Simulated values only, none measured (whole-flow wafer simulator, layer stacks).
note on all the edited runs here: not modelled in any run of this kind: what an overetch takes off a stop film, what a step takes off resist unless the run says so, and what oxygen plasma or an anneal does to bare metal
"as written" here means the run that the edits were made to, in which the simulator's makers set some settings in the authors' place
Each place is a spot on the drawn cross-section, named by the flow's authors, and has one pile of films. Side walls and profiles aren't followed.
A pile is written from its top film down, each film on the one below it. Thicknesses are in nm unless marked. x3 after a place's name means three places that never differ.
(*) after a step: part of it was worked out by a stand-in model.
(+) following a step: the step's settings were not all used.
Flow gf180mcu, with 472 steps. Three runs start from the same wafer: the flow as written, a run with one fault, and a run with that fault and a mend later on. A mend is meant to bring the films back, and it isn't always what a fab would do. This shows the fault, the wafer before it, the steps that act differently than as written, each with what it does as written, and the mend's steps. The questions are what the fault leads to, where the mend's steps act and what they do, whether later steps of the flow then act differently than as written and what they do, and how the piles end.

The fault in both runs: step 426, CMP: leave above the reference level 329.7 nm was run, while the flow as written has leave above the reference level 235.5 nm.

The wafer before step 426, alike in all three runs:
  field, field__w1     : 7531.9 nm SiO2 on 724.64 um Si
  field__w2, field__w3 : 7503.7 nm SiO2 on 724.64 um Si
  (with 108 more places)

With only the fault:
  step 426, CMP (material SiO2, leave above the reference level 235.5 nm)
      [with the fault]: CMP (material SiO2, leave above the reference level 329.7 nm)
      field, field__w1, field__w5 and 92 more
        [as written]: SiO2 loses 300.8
        [with the fault]: SiO2 loses 206.6
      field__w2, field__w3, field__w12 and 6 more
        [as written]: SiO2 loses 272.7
        [with the fault]: SiO2 loses 178.5
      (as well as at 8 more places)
  Later steps of the flow acting differently than as written (2 more steps, not shown, differ only slightly: by at most 2% or 0.5 nm, whichever is larger):
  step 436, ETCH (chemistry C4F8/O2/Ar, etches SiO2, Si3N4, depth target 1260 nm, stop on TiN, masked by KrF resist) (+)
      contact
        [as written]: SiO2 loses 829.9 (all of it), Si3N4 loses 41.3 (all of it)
        [with the fault]: SiO2 loses 924.1 (all of it), Si3N4 loses 41.3 (all of it)
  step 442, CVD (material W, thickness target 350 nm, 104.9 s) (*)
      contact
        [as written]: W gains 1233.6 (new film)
        [with the fault]: W gains 1328.5 (new film)
  At field__w4, field__w8, contact, m1, m1__w1, mim, mim_1p0, m1_nw, the piles at the end differ from the flow's by more than 2% or 0.5 nm, whichever is larger.
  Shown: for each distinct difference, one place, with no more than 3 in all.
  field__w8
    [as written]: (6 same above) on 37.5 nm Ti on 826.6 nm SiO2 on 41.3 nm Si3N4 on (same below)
    [with the fault]: (6 same above) on 37.5 nm Ti on 920.8 nm SiO2 on 41.3 nm Si3N4 on (same below)
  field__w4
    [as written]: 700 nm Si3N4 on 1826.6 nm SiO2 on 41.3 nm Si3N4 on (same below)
    [with the fault]: 700 nm Si3N4 on 1920.8 nm SiO2 on 41.3 nm Si3N4 on (same below)
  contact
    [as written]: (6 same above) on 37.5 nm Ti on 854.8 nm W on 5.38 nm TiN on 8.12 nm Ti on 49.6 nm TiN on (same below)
    [with the fault]: (6 same above) on 37.5 nm Ti on 949.7 nm W on 5.1 nm TiN on 7.69 nm Ti on 49.6 nm TiN on (same below)

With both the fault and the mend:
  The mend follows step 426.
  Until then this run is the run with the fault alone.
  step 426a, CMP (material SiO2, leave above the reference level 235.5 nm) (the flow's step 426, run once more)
      field, field__w1, field__w2 and 109 more
        SiO2 loses 94.2
  Later steps of the flow that are run all act as written at every place that is followed.
  At every place that both follow, the piles at the end match the flow's.
